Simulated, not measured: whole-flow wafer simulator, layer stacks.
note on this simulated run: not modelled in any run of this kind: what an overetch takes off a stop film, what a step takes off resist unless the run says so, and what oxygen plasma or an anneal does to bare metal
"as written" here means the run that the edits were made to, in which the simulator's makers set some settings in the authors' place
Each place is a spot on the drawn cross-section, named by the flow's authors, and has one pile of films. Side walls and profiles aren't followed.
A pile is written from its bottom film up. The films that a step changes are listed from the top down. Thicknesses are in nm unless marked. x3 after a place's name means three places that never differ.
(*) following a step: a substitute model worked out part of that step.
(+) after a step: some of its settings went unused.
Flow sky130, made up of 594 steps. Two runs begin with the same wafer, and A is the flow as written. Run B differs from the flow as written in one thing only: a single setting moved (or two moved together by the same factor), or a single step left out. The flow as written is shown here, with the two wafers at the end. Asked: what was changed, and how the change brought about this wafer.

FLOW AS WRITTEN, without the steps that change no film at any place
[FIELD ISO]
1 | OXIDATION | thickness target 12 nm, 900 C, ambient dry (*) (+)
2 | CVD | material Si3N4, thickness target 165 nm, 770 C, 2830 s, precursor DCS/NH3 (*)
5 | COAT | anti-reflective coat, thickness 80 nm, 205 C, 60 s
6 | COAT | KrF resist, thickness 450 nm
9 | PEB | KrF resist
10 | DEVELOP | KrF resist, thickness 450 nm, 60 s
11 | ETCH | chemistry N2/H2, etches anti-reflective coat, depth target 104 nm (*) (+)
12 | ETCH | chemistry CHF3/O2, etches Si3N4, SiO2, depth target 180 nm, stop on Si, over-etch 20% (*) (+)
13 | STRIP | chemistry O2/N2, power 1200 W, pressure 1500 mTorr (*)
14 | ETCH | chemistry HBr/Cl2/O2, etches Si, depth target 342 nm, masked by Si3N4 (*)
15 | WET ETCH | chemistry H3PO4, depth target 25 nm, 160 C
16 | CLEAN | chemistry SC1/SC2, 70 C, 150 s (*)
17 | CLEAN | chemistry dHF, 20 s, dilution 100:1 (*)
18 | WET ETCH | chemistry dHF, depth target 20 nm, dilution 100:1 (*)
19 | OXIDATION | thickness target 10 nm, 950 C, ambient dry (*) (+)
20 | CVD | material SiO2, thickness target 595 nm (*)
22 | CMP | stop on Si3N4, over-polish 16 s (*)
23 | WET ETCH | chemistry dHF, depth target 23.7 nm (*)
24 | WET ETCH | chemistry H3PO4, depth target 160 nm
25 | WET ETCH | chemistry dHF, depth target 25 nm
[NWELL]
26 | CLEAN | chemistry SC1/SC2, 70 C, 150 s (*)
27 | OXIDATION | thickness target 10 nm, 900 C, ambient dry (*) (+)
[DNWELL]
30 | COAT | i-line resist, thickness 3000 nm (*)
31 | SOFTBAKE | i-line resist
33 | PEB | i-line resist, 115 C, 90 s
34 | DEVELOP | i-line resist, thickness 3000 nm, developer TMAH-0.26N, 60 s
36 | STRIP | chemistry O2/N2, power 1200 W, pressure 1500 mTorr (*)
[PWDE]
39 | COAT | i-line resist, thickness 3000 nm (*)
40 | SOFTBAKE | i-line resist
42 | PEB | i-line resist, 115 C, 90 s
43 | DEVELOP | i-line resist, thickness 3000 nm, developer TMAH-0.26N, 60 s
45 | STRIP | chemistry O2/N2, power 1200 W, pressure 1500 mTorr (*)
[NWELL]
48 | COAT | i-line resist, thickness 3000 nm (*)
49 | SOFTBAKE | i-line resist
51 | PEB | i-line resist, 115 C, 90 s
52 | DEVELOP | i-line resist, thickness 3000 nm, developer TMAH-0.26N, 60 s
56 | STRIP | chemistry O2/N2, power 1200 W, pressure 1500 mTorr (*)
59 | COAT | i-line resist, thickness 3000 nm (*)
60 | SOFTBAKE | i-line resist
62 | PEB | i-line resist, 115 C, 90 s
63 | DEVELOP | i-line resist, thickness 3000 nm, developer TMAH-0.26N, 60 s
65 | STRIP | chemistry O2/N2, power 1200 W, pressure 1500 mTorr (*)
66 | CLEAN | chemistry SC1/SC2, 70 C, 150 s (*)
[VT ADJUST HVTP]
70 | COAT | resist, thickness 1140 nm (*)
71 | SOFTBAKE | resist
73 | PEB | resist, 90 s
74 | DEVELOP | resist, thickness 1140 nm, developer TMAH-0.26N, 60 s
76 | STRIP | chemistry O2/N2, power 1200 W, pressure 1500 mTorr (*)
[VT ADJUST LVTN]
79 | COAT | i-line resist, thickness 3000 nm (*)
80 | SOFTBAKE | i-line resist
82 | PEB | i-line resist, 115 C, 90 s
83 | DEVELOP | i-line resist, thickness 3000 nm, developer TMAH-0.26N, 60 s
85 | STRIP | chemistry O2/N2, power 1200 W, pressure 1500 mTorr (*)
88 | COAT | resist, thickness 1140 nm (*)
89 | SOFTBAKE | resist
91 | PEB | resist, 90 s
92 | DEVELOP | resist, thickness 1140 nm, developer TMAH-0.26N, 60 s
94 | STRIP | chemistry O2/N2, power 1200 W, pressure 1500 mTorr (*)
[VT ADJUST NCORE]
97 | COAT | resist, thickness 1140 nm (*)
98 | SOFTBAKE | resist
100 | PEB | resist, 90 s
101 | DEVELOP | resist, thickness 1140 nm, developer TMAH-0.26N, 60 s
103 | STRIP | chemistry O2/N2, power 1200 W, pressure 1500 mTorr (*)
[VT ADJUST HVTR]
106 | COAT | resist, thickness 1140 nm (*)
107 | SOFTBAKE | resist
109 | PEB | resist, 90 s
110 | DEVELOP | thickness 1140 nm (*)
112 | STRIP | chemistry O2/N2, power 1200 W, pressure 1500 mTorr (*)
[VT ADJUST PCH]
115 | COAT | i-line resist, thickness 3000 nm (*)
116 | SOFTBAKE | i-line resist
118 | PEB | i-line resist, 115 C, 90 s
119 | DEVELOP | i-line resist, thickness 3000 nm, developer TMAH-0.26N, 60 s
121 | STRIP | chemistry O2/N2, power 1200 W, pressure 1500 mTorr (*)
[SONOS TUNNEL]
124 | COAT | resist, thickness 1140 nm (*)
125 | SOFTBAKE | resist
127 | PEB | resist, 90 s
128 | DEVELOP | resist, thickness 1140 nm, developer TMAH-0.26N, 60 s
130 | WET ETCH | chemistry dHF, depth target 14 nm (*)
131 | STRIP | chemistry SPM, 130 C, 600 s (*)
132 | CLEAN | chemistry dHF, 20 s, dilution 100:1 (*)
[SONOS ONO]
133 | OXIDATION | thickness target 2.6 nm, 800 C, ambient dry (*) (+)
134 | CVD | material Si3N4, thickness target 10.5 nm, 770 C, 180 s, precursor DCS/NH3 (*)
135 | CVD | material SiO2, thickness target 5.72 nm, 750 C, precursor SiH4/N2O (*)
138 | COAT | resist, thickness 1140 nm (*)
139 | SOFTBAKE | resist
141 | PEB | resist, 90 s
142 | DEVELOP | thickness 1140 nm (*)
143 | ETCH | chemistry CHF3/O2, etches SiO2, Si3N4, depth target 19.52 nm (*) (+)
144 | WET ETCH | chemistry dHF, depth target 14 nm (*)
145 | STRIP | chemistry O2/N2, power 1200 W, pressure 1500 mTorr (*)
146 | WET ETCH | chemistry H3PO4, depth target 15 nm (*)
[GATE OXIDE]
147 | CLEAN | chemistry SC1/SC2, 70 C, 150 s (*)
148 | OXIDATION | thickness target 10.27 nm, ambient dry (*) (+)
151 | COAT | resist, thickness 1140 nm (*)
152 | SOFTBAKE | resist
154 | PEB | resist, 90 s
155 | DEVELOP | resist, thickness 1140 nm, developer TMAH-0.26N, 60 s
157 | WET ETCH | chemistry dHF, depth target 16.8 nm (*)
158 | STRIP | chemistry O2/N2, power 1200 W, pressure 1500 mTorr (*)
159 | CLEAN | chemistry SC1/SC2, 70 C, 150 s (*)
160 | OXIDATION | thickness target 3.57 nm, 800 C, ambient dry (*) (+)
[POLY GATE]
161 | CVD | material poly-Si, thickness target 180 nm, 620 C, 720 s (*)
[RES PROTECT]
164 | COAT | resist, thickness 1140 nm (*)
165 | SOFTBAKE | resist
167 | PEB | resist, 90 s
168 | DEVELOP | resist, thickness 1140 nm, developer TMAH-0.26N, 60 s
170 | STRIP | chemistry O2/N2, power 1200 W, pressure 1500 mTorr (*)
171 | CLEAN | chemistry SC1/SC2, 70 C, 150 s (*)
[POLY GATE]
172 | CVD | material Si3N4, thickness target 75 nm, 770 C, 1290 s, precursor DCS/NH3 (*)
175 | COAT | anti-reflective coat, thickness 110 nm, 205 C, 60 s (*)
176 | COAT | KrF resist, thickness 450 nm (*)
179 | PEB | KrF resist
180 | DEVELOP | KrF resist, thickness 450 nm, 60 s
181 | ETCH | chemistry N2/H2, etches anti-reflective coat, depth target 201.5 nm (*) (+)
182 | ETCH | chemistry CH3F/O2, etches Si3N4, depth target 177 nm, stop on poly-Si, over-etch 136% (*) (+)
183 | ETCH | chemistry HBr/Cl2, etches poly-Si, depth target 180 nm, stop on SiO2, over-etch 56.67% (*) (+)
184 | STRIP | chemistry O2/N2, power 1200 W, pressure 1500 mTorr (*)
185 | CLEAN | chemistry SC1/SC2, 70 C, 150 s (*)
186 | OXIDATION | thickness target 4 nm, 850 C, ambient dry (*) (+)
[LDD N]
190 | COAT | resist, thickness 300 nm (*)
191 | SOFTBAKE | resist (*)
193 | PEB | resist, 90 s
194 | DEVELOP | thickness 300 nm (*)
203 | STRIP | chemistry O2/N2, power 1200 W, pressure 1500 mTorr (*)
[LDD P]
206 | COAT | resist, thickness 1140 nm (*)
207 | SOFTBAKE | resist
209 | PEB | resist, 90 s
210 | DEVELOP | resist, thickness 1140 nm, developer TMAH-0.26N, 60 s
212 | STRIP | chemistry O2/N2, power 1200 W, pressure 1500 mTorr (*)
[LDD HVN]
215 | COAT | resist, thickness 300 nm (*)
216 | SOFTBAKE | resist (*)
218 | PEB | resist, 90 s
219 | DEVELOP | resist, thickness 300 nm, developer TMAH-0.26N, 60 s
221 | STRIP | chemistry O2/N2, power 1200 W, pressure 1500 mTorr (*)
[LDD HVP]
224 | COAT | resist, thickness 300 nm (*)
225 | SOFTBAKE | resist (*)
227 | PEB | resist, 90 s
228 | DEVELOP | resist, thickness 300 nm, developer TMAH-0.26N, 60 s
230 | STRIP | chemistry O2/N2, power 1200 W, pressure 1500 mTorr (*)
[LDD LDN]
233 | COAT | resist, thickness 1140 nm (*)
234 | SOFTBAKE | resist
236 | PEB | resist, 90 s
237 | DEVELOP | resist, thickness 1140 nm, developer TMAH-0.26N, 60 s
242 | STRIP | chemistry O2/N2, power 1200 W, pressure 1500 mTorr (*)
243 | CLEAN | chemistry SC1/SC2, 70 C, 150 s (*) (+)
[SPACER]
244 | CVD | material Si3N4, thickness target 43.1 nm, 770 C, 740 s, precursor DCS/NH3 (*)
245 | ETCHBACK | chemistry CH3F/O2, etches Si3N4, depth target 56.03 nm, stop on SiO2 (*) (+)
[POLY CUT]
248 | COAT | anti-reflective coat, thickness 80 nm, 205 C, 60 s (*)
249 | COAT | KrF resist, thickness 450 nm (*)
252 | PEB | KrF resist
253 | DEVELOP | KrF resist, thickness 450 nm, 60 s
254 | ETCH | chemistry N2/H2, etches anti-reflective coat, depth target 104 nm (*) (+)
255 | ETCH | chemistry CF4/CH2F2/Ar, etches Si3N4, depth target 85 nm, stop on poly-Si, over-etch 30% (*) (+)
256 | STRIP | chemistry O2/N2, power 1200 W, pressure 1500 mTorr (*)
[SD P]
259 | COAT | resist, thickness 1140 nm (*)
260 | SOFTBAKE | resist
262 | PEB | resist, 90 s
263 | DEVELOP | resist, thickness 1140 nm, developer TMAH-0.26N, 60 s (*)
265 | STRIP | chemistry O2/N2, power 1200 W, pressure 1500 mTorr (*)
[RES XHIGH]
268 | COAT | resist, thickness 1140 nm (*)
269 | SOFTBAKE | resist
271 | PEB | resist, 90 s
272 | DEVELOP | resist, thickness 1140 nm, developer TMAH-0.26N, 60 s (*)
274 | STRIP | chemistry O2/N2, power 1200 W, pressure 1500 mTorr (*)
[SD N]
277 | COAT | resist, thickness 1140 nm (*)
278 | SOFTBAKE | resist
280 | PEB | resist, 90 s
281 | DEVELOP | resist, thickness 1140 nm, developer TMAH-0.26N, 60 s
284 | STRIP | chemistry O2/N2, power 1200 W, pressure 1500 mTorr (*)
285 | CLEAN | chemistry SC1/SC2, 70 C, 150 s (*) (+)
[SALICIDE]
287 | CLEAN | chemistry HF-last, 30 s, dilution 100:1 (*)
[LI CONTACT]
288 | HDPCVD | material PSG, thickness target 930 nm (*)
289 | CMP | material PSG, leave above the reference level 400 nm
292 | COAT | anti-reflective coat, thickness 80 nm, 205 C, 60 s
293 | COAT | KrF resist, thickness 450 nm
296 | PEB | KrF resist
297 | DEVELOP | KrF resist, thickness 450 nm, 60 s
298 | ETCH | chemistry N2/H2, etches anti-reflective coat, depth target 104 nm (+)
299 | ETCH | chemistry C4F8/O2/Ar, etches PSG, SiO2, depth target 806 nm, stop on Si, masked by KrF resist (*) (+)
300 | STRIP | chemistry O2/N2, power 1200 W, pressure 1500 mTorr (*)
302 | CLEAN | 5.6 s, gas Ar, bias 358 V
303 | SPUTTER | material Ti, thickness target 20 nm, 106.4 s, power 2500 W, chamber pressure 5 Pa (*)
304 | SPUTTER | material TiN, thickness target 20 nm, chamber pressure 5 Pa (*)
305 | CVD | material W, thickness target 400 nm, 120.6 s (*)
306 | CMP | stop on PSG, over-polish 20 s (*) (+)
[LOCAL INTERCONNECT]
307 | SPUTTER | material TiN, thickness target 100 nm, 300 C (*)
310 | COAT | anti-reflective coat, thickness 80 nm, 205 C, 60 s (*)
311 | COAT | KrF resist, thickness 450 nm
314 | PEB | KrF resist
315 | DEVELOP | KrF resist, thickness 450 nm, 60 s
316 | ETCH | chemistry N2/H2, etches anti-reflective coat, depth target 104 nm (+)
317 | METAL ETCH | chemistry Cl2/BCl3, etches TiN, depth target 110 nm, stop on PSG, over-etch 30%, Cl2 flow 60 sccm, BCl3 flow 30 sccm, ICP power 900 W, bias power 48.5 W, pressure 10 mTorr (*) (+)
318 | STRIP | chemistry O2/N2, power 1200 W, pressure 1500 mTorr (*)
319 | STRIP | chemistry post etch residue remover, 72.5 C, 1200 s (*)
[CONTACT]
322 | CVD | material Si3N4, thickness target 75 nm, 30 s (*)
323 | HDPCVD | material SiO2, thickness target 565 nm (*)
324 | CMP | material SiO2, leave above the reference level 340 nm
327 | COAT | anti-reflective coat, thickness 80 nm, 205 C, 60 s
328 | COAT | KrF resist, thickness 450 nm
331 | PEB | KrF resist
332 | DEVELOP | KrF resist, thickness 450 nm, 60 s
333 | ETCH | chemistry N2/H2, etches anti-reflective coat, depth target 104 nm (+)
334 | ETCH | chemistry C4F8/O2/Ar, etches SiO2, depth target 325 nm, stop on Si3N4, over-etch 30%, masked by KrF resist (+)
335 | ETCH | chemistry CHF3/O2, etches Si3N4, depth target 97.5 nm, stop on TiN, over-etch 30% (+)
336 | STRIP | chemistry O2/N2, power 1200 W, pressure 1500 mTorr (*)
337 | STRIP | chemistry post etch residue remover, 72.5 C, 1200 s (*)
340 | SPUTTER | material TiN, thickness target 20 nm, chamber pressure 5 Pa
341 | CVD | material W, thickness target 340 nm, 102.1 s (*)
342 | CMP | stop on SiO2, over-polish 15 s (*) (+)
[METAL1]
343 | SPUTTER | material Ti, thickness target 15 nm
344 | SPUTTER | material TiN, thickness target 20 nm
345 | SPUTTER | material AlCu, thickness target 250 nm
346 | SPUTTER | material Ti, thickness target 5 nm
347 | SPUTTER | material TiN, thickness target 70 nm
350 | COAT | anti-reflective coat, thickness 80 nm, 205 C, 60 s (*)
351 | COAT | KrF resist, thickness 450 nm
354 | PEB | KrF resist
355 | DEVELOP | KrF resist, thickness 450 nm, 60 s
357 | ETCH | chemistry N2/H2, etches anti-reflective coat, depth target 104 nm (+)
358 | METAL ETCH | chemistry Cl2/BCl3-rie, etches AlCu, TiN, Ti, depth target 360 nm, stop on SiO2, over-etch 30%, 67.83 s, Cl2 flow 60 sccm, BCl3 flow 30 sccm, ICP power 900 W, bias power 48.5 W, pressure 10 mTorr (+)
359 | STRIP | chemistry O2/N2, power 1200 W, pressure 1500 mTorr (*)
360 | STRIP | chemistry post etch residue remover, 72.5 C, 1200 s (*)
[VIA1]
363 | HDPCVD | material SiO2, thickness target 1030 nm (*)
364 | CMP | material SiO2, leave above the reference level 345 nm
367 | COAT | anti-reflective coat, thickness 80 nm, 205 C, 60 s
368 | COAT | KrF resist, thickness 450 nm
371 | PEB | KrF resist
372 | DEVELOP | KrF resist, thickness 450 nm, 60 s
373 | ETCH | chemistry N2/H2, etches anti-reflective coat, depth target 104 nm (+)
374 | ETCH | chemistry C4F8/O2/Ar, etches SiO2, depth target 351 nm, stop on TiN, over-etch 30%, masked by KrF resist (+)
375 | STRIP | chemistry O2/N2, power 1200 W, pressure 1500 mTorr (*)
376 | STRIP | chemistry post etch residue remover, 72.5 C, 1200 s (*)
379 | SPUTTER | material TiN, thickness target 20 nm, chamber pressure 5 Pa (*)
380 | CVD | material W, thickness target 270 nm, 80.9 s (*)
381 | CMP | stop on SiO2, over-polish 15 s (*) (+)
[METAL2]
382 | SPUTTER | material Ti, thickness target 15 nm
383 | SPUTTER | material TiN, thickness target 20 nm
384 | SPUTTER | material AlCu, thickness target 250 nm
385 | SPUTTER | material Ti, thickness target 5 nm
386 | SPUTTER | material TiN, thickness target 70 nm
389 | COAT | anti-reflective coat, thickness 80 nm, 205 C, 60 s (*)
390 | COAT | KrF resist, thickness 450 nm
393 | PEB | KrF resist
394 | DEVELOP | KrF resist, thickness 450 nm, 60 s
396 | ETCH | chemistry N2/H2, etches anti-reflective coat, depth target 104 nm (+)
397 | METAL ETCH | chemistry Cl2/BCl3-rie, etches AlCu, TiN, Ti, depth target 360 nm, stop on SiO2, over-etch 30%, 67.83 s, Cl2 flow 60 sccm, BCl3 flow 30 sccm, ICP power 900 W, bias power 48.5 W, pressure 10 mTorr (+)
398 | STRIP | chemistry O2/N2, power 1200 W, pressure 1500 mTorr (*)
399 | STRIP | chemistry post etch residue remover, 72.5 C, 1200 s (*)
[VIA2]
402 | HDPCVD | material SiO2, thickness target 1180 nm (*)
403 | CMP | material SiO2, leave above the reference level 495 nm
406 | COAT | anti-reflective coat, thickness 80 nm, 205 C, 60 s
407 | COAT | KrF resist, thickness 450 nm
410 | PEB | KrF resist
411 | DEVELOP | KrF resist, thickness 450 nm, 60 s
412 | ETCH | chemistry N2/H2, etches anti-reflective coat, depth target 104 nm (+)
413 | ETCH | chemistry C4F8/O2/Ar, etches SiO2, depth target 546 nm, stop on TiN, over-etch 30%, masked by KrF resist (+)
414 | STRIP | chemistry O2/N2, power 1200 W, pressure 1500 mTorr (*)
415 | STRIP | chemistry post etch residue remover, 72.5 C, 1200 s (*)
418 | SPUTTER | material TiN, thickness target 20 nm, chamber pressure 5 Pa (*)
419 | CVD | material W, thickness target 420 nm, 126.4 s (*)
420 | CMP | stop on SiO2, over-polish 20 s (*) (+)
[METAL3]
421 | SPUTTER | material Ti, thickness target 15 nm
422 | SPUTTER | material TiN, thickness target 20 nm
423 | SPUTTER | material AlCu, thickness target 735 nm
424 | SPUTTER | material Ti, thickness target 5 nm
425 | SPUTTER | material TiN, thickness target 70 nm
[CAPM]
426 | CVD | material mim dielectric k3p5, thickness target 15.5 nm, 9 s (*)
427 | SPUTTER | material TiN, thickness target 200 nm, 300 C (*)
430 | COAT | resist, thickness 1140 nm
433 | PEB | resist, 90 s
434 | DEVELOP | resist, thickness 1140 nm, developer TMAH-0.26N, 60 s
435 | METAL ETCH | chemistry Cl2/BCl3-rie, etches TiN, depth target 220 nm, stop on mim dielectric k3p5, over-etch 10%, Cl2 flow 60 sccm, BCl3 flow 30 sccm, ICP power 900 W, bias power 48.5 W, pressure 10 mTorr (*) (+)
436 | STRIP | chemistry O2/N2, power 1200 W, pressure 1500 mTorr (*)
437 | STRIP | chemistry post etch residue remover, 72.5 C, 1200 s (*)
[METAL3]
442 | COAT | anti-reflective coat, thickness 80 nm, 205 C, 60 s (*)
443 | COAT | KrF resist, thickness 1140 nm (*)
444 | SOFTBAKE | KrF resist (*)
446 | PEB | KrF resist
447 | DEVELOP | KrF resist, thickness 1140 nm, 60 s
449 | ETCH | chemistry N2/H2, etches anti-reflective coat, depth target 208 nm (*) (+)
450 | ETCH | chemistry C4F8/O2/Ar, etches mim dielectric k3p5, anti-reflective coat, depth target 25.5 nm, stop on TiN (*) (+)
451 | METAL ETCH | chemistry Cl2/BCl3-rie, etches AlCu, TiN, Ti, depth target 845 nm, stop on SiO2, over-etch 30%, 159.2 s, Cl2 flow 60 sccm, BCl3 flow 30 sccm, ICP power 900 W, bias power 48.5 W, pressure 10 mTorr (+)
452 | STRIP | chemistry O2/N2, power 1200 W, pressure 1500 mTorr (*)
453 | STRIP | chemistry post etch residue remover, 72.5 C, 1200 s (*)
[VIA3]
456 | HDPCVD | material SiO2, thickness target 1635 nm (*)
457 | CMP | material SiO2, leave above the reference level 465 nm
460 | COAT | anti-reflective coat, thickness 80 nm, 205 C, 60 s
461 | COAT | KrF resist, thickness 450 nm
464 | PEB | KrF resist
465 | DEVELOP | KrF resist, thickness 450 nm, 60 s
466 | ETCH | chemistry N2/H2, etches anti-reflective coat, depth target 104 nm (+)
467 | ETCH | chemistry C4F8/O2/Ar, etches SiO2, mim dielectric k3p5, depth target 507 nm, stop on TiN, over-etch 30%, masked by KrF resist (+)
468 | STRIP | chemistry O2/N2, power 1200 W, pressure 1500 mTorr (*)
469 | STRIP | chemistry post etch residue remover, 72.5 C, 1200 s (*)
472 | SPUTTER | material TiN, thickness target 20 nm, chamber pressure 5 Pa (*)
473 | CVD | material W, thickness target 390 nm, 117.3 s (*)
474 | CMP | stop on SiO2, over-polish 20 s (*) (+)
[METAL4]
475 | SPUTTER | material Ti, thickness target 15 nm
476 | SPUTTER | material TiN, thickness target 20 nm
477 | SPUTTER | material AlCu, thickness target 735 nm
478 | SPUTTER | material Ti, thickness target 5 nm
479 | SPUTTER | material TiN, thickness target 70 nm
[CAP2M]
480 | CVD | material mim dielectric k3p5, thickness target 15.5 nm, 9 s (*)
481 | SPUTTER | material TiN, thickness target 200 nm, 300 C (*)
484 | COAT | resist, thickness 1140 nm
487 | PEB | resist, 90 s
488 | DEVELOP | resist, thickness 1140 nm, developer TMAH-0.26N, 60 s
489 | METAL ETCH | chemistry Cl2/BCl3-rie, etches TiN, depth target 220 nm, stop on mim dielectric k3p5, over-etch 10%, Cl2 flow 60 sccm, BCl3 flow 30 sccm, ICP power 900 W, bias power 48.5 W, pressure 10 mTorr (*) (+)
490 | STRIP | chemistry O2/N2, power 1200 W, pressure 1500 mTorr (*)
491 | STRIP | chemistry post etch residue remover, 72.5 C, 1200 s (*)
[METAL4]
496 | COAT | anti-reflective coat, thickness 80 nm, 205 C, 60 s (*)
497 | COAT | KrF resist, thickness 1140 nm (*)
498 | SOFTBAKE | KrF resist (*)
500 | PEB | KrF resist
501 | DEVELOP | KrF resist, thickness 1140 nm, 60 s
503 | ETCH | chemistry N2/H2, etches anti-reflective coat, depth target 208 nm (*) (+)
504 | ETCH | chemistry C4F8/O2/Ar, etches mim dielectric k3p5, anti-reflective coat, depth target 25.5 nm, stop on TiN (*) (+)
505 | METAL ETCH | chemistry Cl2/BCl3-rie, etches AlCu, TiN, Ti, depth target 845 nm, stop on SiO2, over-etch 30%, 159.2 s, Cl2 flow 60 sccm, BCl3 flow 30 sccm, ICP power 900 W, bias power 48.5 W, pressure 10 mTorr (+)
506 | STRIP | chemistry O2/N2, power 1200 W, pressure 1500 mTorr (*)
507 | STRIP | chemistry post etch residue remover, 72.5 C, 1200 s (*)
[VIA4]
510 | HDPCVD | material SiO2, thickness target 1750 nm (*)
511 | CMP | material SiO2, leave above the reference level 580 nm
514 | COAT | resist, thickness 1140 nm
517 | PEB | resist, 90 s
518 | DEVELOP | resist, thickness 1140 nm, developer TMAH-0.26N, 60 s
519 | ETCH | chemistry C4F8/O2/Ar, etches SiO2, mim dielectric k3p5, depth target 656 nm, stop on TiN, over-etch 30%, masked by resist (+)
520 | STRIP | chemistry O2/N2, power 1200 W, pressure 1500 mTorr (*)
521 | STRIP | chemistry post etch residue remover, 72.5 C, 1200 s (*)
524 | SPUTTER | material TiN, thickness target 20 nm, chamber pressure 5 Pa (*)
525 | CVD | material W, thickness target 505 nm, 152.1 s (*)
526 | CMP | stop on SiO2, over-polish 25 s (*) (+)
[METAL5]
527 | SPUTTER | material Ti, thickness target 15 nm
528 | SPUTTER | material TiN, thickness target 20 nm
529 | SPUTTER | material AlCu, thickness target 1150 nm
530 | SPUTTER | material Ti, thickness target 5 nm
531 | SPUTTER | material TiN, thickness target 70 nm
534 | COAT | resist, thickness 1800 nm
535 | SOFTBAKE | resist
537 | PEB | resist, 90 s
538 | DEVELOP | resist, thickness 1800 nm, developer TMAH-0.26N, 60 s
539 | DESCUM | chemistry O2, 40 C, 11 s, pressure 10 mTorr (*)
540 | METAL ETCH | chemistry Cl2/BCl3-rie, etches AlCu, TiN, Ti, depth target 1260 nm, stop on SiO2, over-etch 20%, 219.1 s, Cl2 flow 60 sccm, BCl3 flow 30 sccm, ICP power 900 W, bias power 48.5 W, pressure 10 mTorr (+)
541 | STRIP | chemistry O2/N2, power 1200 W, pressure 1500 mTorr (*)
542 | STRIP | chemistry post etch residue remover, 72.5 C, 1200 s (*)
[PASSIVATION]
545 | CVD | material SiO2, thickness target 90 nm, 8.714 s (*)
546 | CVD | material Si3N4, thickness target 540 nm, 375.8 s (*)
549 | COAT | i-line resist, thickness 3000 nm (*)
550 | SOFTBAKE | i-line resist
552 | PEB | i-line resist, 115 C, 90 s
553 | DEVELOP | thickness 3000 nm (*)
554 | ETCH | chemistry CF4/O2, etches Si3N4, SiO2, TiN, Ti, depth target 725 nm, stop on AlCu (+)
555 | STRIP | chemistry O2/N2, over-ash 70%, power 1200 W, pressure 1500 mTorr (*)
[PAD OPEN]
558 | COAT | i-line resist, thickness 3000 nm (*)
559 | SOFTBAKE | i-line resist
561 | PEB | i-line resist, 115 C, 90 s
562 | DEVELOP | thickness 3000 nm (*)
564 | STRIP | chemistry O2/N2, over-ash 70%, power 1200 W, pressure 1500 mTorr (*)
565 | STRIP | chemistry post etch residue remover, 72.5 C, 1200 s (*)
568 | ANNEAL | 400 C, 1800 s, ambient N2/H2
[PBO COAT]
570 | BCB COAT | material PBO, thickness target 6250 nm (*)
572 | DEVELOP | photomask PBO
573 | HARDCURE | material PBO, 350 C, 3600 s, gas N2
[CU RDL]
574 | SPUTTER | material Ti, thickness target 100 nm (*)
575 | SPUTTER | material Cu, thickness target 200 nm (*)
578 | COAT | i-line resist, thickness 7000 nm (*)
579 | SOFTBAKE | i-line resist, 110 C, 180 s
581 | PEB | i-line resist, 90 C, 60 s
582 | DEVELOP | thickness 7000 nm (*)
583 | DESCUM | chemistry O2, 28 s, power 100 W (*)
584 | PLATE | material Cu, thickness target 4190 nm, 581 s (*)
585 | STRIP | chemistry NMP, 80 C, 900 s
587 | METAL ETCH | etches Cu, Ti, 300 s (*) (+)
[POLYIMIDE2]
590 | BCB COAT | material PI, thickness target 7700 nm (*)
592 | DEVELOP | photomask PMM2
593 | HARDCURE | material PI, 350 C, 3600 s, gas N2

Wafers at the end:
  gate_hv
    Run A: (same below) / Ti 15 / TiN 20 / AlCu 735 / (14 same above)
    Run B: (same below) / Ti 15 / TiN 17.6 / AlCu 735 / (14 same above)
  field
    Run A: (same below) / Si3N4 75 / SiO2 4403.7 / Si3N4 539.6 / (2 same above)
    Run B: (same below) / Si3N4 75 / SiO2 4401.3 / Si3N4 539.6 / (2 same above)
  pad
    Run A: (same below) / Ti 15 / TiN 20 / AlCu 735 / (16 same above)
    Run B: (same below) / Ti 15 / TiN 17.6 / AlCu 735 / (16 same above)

The reason: step 422, SPUTTER: thickness target 17.6 nm was run, though the flow has thickness target 20 nm.
The wafer itself shows it: gate_hv has TiN 17.6, and step 422 as written asks for 20 nm.

The path from the change to this, step by step:
  422 | SPUTTER | material TiN, thickness target 20 nm
      field, active, n_well and 188 more: A +20 TiN (new film) | B +17.6 TiN (new film)
  451 | METAL ETCH | chemistry Cl2/BCl3-rie, etches AlCu, TiN, Ti, depth target 845 nm, stop on SiO2, over-etch 30%, 159.2 s, Cl2 flow 60 sccm, BCl3 flow 30 sccm, ICP power 900 W, bias power 48.5 W, pressure 10 mTorr (+)
      field, active, gate and 69 more: A -70 TiN (all of it), -5 Ti (all of it), -735 AlCu (all of it), -20 TiN (all of it), -15 Ti (all of it), -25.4 SiO2 | B -70 TiN (all of it), -5 Ti (all of it), -735 AlCu (all of it), -17.6 TiN (all of it), -15 Ti (all of it), -25.6 SiO2
      vpp_ln, vpp_iso2, ndiff_ln and 10 more: A -70 TiN (all of it), -5 Ti (all of it), -735 AlCu (all of it), -20 TiN (all of it), -15 Ti (all of it), -25.3 SiO2 | B -70 TiN (all of it), -5 Ti (all of it), -735 AlCu (all of it), -17.6 TiN (all of it), -15 Ti (all of it), -25.6 SiO2
